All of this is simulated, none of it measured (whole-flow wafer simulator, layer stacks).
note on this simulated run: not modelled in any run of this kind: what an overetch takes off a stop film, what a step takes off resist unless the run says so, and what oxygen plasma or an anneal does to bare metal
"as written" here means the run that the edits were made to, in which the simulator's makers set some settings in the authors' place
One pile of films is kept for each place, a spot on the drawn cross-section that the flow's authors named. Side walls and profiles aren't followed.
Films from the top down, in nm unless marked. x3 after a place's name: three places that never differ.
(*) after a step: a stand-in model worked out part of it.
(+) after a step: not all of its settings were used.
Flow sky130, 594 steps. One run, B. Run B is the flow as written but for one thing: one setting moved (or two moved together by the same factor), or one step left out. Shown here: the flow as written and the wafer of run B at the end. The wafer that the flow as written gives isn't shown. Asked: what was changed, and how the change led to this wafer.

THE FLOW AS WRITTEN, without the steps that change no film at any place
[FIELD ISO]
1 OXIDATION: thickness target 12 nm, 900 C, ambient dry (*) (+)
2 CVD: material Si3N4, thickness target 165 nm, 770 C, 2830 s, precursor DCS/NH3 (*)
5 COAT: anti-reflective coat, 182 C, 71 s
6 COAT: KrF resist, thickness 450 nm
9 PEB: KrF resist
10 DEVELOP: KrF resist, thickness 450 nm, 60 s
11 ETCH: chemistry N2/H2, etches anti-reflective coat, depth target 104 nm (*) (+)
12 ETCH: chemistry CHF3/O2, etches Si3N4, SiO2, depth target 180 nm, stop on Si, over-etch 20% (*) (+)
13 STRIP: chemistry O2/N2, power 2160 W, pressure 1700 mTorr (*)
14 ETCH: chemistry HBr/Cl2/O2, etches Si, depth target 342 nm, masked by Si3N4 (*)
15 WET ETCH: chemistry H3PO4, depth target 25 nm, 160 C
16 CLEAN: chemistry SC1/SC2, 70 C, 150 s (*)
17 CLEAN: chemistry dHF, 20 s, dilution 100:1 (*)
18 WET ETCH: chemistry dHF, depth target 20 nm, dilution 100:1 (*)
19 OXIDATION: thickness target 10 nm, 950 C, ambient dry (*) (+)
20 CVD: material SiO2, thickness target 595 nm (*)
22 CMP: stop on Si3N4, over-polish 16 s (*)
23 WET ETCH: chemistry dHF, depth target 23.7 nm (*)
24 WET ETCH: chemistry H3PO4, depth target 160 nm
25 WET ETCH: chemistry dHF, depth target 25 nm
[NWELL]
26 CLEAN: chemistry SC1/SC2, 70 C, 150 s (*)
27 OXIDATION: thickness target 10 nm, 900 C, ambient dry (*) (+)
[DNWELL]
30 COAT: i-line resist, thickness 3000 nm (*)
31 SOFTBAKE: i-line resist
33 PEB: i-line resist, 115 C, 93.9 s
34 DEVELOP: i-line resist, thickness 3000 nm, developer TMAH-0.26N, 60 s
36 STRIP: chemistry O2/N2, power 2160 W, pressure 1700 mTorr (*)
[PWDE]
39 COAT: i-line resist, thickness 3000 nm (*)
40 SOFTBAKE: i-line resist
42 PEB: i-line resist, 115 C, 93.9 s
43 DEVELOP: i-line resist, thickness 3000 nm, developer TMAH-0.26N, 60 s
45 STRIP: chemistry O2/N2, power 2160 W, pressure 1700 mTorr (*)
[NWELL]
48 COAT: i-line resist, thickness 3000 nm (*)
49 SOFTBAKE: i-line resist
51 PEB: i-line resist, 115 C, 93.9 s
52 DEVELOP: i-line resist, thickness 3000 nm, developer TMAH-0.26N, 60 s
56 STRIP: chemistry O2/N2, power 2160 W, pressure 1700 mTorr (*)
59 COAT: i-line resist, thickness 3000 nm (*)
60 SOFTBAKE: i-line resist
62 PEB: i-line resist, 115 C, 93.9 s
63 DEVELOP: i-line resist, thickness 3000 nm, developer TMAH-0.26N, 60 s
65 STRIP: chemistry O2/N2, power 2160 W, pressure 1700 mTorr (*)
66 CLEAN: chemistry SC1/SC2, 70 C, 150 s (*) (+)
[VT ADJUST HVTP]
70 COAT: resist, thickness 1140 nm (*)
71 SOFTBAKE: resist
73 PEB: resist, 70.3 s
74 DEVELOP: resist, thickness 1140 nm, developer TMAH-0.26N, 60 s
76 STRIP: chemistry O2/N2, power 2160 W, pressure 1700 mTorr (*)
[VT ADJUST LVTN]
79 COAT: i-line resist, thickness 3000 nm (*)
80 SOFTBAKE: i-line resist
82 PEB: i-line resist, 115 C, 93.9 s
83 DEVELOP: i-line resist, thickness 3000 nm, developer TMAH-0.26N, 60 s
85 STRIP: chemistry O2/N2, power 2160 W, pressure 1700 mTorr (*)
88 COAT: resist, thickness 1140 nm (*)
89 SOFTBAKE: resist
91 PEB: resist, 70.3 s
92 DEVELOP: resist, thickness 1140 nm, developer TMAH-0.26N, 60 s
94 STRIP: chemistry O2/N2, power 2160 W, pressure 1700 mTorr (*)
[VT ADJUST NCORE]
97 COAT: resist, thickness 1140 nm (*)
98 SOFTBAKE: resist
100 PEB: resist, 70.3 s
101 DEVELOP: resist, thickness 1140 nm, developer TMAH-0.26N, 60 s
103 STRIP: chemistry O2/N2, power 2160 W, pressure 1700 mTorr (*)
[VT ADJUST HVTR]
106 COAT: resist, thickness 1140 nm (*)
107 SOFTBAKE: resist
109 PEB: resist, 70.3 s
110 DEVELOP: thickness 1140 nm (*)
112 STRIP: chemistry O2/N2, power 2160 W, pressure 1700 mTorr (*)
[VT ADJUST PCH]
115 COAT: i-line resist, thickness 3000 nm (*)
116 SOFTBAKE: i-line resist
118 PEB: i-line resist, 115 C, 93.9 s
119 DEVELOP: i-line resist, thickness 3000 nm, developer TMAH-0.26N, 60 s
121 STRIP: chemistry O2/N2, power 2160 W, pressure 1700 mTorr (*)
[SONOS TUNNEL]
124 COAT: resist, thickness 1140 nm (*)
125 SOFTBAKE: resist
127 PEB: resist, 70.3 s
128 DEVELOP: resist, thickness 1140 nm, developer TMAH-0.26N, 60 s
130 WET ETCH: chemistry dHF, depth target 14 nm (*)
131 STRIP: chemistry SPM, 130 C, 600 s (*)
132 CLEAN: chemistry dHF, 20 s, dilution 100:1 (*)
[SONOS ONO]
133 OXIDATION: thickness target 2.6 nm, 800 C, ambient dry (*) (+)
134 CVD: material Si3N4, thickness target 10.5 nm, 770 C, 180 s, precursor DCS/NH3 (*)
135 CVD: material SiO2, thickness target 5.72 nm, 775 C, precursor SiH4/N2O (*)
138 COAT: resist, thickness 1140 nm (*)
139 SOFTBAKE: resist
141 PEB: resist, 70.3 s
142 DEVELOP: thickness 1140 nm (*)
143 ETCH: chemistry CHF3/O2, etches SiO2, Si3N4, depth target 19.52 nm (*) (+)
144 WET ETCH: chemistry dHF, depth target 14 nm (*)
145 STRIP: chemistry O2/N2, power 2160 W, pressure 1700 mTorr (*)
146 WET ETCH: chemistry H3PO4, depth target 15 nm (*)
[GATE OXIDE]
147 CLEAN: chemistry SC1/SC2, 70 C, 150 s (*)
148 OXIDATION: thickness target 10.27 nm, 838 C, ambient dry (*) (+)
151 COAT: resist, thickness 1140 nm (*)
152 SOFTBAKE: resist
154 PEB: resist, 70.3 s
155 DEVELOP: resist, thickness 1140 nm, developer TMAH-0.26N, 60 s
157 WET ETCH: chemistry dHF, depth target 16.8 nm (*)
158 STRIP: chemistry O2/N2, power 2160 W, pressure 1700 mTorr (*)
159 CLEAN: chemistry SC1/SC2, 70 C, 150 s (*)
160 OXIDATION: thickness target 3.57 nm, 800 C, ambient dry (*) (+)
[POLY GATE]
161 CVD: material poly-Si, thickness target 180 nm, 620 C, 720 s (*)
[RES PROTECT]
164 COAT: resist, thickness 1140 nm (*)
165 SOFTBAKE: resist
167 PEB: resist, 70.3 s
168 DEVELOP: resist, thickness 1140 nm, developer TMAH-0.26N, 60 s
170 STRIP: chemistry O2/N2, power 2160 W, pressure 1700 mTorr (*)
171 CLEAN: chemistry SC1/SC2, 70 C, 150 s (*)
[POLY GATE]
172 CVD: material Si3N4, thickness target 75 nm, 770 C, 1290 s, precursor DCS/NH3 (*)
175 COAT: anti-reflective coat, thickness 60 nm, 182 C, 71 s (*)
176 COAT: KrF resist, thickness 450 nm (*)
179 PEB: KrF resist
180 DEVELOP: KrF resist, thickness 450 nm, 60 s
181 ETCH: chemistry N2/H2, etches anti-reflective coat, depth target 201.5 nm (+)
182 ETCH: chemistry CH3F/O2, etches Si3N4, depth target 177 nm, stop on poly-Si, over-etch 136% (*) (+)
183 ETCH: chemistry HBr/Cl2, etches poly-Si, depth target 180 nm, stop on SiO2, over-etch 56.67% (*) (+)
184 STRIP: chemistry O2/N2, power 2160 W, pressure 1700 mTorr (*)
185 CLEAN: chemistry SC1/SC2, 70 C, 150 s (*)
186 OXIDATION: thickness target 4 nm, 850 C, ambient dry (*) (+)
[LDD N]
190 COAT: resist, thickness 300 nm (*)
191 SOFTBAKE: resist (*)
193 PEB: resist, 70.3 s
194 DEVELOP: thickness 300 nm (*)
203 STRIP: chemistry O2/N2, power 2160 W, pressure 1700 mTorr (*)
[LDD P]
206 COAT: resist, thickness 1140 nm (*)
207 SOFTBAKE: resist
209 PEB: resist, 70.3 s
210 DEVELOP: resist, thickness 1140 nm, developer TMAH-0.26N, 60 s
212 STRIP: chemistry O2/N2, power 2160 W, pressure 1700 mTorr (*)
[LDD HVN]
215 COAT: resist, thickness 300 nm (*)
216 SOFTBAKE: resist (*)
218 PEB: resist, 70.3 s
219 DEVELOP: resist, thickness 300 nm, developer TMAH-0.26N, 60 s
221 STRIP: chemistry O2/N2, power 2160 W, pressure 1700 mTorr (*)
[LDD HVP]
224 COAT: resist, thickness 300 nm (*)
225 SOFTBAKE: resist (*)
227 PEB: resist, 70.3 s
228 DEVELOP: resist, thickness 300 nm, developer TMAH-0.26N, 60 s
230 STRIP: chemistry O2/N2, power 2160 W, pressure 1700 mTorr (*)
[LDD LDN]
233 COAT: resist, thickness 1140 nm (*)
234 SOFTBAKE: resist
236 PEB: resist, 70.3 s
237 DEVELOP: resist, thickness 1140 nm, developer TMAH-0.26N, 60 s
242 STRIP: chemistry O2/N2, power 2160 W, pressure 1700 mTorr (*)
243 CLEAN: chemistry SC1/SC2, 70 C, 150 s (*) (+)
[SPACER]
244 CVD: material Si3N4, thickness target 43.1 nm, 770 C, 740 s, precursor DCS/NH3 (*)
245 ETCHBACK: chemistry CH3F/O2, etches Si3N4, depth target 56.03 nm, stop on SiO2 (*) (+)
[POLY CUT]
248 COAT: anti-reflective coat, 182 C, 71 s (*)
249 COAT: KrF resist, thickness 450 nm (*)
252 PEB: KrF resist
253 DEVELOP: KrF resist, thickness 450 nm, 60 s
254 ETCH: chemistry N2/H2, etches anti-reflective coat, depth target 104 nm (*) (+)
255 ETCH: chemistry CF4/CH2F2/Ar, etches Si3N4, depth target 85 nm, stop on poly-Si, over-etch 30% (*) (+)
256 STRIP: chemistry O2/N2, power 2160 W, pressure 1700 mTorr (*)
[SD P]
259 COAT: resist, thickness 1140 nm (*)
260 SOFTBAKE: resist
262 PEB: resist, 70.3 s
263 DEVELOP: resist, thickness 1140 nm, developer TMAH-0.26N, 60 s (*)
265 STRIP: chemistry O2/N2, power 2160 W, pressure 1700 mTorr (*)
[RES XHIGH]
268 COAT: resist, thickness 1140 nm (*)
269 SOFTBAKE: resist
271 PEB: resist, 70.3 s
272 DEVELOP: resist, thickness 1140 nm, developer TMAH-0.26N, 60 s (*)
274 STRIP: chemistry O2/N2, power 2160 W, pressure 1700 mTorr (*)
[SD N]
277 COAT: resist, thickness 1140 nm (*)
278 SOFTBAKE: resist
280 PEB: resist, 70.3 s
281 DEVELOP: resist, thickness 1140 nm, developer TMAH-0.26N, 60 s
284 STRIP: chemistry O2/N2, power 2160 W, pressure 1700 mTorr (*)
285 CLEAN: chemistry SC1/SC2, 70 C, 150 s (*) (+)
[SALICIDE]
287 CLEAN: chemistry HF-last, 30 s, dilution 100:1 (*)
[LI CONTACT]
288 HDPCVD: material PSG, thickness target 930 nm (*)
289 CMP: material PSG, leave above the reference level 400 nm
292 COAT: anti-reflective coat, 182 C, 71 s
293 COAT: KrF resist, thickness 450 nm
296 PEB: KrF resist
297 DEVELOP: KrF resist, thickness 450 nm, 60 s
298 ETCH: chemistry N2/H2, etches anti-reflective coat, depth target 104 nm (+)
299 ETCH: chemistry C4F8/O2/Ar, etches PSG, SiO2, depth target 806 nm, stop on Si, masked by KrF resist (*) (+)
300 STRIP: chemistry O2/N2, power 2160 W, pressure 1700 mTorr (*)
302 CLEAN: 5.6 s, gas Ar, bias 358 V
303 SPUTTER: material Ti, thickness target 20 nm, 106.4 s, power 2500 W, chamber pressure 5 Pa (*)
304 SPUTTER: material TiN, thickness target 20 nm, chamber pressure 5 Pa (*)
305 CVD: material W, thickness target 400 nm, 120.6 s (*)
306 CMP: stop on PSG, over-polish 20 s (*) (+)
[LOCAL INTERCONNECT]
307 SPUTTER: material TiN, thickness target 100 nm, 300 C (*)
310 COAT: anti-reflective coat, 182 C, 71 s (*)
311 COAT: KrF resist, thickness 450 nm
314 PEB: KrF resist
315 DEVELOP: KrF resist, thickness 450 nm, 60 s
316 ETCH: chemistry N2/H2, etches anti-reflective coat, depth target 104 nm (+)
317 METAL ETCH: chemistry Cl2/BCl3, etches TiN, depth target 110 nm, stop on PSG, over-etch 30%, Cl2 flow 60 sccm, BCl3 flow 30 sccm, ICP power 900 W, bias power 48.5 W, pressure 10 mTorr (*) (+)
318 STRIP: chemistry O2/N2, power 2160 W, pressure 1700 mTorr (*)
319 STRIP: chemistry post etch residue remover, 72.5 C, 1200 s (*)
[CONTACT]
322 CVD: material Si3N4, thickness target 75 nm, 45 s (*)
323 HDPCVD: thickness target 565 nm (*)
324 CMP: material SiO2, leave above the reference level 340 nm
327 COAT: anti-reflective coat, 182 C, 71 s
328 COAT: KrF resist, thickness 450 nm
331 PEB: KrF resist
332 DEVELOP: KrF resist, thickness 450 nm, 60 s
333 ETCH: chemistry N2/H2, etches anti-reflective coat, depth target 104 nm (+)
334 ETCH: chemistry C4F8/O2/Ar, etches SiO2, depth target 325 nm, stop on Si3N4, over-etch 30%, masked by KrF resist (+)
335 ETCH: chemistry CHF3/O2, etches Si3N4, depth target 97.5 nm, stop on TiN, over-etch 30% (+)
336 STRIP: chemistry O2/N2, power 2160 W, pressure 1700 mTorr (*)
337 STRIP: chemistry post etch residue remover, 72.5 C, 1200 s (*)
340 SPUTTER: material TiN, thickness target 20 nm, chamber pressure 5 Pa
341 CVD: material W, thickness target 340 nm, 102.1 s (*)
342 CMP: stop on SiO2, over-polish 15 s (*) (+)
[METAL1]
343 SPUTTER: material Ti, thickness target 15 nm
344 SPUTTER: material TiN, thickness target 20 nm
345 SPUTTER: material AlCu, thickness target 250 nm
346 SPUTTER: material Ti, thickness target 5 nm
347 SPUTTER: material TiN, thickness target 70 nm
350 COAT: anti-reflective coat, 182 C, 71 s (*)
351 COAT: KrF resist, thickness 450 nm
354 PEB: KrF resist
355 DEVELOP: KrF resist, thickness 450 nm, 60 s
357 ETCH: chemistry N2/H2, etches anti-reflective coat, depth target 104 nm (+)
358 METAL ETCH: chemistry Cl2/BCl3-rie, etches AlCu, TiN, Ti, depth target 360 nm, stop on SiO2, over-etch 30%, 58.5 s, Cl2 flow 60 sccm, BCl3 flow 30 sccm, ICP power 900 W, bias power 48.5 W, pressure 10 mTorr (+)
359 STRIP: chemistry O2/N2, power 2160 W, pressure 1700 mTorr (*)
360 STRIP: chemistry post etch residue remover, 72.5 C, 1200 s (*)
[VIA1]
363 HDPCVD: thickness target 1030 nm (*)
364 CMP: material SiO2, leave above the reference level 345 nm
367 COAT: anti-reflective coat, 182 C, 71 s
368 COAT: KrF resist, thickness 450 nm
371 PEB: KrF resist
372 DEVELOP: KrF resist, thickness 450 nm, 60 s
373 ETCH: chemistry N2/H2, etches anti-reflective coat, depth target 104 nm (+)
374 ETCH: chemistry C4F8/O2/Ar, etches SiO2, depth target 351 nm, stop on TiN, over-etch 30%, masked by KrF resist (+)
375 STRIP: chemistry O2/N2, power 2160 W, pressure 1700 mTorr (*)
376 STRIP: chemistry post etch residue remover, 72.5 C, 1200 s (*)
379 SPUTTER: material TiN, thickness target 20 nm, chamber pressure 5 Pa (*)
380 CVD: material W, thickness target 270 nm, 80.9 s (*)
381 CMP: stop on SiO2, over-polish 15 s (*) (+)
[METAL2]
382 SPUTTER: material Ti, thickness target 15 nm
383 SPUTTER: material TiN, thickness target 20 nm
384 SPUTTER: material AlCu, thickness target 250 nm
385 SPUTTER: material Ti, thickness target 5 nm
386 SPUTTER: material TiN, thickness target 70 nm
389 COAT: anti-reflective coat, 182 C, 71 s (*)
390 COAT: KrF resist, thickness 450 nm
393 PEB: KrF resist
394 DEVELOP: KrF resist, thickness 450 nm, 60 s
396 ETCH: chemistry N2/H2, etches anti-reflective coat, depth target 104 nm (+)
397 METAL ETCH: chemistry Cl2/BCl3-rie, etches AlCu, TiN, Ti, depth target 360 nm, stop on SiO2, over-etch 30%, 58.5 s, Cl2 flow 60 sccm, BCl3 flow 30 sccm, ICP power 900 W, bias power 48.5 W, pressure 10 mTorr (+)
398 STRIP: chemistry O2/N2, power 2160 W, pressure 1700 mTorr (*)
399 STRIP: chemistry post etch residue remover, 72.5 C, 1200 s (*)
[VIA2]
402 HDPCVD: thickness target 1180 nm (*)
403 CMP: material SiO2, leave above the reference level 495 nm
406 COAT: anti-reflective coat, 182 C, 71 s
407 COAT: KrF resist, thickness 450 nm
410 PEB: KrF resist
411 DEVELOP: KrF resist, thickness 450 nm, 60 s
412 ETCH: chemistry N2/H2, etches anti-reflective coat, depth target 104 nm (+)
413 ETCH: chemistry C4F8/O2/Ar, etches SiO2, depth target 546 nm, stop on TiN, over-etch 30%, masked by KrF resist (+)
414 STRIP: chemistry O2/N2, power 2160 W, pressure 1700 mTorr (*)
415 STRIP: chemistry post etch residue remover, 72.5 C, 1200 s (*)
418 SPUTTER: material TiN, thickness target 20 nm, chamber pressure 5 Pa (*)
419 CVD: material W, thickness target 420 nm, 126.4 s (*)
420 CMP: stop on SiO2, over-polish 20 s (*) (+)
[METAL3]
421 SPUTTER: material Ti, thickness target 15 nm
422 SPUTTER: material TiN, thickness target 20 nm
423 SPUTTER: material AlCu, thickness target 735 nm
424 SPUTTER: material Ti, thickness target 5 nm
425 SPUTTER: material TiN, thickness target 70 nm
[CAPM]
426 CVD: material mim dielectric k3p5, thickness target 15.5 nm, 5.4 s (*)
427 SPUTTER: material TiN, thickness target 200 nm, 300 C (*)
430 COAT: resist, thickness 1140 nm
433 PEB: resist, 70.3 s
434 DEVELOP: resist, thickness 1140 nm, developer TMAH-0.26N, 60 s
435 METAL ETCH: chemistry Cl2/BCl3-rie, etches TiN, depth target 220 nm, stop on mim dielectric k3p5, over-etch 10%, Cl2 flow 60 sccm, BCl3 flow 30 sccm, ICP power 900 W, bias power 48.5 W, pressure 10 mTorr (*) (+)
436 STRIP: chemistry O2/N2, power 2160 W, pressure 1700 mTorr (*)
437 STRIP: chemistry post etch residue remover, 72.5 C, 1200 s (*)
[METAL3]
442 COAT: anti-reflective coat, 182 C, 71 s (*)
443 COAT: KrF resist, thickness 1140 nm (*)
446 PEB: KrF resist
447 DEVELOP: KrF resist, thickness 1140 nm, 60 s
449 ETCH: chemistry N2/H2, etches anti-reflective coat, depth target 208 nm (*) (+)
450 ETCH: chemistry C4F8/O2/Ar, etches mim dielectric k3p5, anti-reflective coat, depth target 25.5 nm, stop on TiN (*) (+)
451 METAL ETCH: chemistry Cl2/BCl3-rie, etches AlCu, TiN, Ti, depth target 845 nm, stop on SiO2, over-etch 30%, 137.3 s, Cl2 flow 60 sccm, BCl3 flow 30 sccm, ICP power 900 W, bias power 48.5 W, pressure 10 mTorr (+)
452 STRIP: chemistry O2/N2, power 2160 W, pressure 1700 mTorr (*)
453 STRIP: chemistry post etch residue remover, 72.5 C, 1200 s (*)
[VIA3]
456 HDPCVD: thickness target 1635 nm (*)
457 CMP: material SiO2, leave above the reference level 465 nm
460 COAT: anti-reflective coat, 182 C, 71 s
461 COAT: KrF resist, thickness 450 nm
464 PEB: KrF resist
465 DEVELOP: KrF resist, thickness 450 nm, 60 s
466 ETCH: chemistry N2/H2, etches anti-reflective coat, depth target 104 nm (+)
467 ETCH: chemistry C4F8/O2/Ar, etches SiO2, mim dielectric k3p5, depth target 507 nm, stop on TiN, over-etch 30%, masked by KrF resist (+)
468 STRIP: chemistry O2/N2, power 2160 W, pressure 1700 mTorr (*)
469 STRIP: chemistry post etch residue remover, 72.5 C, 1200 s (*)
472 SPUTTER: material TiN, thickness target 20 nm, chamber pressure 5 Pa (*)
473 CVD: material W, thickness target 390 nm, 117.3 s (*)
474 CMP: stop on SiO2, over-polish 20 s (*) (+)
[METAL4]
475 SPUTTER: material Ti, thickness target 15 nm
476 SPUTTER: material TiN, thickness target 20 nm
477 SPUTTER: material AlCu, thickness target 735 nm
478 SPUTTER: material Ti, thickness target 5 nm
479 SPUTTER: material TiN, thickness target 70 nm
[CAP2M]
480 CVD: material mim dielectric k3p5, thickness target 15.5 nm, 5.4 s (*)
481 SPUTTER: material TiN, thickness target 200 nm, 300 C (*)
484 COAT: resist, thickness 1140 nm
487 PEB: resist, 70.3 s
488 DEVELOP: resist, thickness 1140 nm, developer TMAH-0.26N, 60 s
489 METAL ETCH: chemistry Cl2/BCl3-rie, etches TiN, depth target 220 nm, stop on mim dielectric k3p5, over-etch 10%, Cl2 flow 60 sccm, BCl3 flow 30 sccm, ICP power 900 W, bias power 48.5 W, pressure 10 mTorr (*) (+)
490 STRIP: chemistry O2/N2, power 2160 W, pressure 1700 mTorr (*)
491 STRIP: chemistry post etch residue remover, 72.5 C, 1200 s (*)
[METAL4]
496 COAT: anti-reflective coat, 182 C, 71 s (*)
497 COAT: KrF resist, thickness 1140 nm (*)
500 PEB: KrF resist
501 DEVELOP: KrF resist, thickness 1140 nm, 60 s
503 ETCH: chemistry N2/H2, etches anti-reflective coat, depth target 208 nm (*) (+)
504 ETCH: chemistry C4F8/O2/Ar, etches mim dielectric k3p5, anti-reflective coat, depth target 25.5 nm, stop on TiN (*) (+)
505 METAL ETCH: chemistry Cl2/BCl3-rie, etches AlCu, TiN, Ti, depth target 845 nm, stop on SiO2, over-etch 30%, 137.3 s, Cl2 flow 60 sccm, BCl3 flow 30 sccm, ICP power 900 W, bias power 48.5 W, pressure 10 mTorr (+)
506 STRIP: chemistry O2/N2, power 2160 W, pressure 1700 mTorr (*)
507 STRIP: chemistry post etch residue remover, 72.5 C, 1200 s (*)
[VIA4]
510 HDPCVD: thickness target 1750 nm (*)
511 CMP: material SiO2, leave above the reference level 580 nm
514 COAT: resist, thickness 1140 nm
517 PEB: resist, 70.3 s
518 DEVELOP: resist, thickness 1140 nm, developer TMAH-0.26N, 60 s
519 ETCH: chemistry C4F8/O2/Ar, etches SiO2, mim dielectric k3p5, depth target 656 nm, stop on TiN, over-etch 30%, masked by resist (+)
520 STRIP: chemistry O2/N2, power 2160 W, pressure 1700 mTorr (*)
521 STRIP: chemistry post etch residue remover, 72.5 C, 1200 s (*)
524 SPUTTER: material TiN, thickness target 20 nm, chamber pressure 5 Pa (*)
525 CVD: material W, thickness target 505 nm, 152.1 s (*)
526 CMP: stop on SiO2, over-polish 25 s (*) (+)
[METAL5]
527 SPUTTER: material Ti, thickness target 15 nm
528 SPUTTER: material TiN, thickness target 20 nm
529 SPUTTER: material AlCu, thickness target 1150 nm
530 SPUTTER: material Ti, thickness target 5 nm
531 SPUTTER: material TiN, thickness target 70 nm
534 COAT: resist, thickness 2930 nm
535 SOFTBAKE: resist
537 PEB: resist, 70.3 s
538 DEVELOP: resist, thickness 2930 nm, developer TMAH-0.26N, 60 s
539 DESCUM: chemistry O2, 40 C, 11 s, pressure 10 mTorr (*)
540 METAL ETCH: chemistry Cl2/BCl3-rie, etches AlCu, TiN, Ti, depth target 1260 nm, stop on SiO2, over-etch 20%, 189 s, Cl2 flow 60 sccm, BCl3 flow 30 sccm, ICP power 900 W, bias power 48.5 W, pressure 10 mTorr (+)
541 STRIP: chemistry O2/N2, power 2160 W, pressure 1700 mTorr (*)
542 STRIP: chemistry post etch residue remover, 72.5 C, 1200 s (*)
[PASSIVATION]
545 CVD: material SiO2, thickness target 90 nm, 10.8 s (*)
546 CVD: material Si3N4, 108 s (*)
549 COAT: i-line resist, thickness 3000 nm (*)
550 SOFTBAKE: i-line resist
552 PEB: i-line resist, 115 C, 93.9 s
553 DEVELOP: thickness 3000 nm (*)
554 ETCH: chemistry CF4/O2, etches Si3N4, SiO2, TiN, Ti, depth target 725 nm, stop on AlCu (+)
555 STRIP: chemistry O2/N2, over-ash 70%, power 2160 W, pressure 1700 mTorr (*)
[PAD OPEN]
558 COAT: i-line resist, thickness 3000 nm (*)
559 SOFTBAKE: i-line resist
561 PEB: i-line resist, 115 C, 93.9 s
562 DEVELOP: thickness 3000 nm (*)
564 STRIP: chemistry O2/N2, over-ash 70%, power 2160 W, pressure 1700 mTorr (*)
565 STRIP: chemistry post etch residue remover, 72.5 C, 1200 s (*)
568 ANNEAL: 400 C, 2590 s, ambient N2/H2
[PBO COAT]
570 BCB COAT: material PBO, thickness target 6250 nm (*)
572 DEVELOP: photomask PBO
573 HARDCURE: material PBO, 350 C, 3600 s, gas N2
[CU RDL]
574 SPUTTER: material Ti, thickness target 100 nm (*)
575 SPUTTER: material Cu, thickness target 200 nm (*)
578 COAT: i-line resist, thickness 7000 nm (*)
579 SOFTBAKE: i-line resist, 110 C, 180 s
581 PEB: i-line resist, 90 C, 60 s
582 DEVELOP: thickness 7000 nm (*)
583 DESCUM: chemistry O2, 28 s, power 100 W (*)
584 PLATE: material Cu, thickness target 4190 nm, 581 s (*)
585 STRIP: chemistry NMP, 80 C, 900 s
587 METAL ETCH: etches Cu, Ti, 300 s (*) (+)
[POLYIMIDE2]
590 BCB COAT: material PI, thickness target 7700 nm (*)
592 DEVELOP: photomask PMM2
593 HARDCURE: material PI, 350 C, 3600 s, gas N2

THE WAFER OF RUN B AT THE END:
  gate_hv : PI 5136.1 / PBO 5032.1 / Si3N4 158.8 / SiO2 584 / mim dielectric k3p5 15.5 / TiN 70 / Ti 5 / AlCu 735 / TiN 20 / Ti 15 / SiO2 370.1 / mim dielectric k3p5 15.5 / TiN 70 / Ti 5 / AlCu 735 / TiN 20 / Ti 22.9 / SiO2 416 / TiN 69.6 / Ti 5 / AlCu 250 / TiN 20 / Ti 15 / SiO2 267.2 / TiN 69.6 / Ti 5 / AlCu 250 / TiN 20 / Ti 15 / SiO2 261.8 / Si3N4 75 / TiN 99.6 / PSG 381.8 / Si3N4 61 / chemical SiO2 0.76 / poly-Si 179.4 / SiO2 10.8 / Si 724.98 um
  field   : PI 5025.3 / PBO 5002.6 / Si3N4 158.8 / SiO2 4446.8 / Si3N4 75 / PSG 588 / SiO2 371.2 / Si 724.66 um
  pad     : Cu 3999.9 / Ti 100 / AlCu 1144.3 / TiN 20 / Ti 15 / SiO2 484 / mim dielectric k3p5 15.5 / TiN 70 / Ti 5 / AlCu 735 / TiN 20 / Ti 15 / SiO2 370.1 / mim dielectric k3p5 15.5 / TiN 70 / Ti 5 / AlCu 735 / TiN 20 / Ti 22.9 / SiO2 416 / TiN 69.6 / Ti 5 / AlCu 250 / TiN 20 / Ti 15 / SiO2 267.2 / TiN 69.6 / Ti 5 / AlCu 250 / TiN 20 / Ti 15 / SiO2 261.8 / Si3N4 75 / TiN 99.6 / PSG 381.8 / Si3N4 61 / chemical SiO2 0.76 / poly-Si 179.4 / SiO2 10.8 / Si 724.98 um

The cause: step 421, SPUTTER: thickness target 22.9 nm was run, where the flow has thickness target 15 nm.
It can be read off the wafer: gate_hv has Ti 22.9, and step 421 as written asks for 15 nm.

How the change led to this, step by step:
  421 SPUTTER: material Ti, thickness target 15 nm
      field, active, n_well and 188 more: Ti +22.9 (new film) (as written it would be: Ti +15 (new film))
  451 METAL ETCH: chemistry Cl2/BCl3-rie, etches AlCu, TiN, Ti, depth target 845 nm, stop on SiO2, over-etch 30%, 137.3 s, Cl2 flow 60 sccm, BCl3 flow 30 sccm, ICP power 900 W, bias power 48.5 W, pressure 10 mTorr (+)
      field, gate, spacer and 68 more: TiN -70 (all of it), Ti -5 (all of it), AlCu -735 (all of it), TiN -20 (all of it), Ti -22.9 (all of it), SiO2 -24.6 (as written it would be: TiN -70 (all of it), Ti -5 (all of it), AlCu -735 (all of it), TiN -20 (all of it), Ti -15 (all of it), SiO2 -25.4)
      active, vpp_ln, vpp_iso2 and 11 more: TiN -70 (all of it), Ti -5 (all of it), AlCu -735 (all of it), TiN -20 (all of it), Ti -22.9 (all of it), SiO2 -24.6 (as written it would be: TiN -70 (all of it), Ti -5 (all of it), AlCu -735 (all of it), TiN -20 (all of it), Ti -15 (all of it), SiO2 -25.3)
